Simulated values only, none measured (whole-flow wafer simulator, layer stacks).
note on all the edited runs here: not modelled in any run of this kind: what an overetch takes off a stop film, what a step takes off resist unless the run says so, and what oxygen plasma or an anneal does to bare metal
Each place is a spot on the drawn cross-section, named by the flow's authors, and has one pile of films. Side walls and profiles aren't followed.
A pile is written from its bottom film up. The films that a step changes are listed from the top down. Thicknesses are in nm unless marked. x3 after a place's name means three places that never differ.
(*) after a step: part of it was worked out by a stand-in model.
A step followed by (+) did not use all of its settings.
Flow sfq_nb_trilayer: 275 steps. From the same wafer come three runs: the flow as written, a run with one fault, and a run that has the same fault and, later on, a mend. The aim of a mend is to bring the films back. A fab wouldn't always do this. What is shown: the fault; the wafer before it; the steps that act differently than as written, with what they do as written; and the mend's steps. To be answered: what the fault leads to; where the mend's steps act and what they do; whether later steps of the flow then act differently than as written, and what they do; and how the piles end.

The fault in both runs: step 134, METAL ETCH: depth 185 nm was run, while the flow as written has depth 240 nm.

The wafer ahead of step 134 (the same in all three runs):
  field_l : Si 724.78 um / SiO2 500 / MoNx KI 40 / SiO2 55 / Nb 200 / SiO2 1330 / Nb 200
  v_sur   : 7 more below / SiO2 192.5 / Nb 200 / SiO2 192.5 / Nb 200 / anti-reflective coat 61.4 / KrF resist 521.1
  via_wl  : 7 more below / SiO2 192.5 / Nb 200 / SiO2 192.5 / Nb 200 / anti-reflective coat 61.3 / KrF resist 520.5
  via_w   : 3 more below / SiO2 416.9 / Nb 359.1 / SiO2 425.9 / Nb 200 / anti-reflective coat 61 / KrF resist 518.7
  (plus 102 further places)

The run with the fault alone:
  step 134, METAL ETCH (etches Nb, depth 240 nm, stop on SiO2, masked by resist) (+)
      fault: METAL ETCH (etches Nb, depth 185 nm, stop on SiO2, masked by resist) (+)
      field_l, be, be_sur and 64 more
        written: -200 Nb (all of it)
        fault: -185 Nb
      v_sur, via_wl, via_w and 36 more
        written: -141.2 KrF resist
        fault: -108.8 KrF resist
  Steps later in the flow that act otherwise than as written:
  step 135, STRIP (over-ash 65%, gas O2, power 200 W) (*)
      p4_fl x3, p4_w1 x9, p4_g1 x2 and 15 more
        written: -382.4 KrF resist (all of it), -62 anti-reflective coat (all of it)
        fault: -414.7 KrF resist (all of it), -62 anti-reflective coat (all of it)
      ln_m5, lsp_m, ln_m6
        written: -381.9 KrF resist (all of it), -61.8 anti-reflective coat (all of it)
        fault: -414.3 KrF resist (all of it), -61.8 anti-reflective coat (all of it)
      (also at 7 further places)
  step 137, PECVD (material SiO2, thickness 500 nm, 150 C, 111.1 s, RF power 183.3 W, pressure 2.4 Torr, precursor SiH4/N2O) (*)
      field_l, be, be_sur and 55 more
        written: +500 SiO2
        fault: +500 SiO2 (new film)
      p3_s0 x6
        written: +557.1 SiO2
        fault: +542.1 SiO2 (new film)
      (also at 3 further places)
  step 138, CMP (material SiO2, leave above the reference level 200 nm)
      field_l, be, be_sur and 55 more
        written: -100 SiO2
        fault: -115 SiO2
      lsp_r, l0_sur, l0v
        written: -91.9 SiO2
        fault: -107.5 SiO2
  By the end, the piles at field_l, be, be_sur and 64 more depart from the flow's by more than 2% or 0.5 nm, whichever is larger.
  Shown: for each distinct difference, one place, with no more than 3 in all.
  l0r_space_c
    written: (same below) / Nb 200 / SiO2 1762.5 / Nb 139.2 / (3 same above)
    fault: (same below) / Nb 200 / SiO2 1370 / Nb 15 / SiO2 377.5 / Nb 139.2 / (3 same above)
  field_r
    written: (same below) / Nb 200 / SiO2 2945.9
    fault: (same below) / Nb 200 / SiO2 1370 / Nb 15 / SiO2 1560.9
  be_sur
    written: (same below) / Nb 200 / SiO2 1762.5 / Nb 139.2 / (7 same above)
    fault: (same below) / Nb 200 / SiO2 1370 / Nb 15 / SiO2 377.5 / Nb 139.2 / (7 same above)

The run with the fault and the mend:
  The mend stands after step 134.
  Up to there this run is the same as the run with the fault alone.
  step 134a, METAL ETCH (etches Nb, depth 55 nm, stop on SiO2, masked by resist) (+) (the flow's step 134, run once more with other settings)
      field_l, be, be_sur and 64 more
        -15 Nb (all of it)
      v_sur, via_wl, via_w and 36 more
        -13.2 KrF resist
  Steps later in the flow that act otherwise than as written:
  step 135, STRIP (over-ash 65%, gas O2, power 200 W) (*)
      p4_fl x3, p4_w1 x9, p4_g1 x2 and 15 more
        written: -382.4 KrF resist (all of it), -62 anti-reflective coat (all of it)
        mend: -401.5 KrF resist (all of it), -62 anti-reflective coat (all of it)
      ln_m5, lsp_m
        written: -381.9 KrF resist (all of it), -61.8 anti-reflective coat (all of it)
        mend: -401 KrF resist (all of it), -61.8 anti-reflective coat (all of it)
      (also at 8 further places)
  At every place that both follow, the piles at the end match the flow's.
